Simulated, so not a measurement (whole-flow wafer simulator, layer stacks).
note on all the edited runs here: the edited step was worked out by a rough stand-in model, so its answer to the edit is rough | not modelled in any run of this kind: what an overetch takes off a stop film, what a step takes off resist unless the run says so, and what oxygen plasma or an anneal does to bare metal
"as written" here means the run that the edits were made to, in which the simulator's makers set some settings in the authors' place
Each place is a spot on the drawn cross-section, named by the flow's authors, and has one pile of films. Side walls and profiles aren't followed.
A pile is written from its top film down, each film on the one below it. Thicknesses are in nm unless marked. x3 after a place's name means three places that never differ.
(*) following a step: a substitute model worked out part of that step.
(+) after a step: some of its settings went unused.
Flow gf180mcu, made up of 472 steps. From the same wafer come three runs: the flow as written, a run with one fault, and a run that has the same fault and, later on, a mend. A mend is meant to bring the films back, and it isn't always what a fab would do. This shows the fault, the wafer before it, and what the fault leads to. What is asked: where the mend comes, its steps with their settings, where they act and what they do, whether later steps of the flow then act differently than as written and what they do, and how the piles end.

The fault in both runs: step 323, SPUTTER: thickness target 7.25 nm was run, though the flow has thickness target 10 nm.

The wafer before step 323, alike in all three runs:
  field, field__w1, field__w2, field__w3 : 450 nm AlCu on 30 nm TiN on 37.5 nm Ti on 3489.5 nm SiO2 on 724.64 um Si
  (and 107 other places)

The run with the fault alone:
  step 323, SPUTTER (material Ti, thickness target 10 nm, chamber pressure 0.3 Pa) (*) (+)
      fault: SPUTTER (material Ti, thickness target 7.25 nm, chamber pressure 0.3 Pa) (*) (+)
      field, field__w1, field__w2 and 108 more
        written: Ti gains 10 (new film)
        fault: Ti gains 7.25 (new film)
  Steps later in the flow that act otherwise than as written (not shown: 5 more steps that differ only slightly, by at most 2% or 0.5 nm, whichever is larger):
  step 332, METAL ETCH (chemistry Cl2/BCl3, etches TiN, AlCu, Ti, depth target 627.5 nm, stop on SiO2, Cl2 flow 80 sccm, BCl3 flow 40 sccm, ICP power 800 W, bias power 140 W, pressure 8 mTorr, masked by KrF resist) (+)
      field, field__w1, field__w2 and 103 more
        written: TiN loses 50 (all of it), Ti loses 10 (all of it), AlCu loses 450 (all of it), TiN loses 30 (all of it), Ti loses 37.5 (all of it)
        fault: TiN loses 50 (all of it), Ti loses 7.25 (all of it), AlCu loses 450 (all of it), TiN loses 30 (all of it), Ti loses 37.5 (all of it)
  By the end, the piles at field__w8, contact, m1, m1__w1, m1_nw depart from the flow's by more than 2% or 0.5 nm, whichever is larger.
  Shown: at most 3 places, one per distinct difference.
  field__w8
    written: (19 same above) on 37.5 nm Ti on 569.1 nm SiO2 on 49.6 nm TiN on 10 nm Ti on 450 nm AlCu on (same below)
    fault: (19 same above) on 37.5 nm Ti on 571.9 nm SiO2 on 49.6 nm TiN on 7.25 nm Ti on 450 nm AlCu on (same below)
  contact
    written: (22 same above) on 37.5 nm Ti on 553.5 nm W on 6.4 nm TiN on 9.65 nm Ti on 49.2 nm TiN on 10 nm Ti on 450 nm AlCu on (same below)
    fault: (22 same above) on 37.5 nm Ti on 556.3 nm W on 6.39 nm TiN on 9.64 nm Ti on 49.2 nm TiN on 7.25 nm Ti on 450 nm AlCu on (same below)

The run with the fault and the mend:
  The mend stands after step 323.
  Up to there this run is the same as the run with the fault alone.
  step 323a, SPUTTER (material Ti, thickness target 2.75 nm, chamber pressure 0.3 Pa) (*) (+) (the flow's step 323, run once more with other settings)
      field, field__w1, field__w2 and 108 more
        Ti gains 2.75
  None of the later steps of the flow acts differently than as written at any place that is followed.
  The piles end the same as the flow's at every place that both follow.
